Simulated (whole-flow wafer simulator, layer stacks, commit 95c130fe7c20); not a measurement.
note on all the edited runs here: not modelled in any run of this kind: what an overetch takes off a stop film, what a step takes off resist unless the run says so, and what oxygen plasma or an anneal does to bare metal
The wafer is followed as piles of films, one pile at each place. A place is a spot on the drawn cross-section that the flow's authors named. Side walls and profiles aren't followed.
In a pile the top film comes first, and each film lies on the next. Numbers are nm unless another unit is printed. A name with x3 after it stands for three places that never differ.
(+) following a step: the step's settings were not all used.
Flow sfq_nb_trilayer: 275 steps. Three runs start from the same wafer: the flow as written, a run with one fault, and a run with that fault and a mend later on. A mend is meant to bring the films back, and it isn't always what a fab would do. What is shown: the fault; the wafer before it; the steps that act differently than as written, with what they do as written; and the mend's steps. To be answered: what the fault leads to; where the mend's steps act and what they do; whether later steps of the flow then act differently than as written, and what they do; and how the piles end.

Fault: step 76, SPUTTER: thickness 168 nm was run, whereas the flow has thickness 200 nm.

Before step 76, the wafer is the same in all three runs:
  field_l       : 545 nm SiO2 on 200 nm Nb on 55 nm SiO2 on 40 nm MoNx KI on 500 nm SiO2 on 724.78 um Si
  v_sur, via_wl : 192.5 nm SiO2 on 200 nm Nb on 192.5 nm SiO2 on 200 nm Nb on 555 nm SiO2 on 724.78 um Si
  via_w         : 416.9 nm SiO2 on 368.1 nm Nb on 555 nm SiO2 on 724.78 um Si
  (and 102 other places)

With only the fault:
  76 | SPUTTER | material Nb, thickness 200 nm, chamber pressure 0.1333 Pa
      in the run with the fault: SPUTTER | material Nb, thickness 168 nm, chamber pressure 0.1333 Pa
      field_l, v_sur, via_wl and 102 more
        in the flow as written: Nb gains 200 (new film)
        in the run with the fault: Nb gains 168 (new film)
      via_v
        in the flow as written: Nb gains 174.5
        in the run with the fault: Nb gains 147
  Steps further on in the flow that do not act as written (6 other steps are not shown; they differ only slightly, by no more than 2% or 0.5 nm, whichever is larger):
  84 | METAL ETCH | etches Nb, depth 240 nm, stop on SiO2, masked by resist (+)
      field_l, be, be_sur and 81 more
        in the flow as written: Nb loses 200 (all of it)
        in the run with the fault: Nb loses 168 (all of it)
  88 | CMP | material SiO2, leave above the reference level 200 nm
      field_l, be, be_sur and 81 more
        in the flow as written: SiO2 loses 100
        in the run with the fault: SiO2 loses 132
  At v_sur, via_wl, via_w and 36 more, the piles at the end differ from the flow's by more than 2% or 0.5 nm, whichever is larger.
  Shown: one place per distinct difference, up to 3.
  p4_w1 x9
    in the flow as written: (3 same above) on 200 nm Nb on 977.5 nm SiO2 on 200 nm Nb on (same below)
    in the run with the fault: (3 same above) on 200 nm Nb on 945.5 nm SiO2 on 200 nm Nb on (same below)
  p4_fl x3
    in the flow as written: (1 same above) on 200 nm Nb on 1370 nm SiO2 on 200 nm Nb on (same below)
    in the run with the fault: (1 same above) on 200 nm Nb on 1338 nm SiO2 on 200 nm Nb on (same below)
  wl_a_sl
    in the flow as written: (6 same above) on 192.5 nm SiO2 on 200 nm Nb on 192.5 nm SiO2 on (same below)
    in the run with the fault: (6 same above) on 192.5 nm SiO2 on 168 nm Nb on 192.5 nm SiO2 on (same below)

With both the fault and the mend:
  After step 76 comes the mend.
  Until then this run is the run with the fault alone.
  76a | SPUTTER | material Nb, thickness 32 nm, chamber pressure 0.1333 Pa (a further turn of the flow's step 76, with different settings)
      field_l, v_sur, via_wl and 102 more
        Nb gains 32
      via_v
        Nb gains 24.7
  None of the later steps of the flow differs from how it acts as written, at any place that is followed, by more than 2% or 0.5 nm, whichever is larger.
  At the end the piles are close to the flow's at the places that both follow, differing by at most 2% or 0.5 nm, whichever is larger.
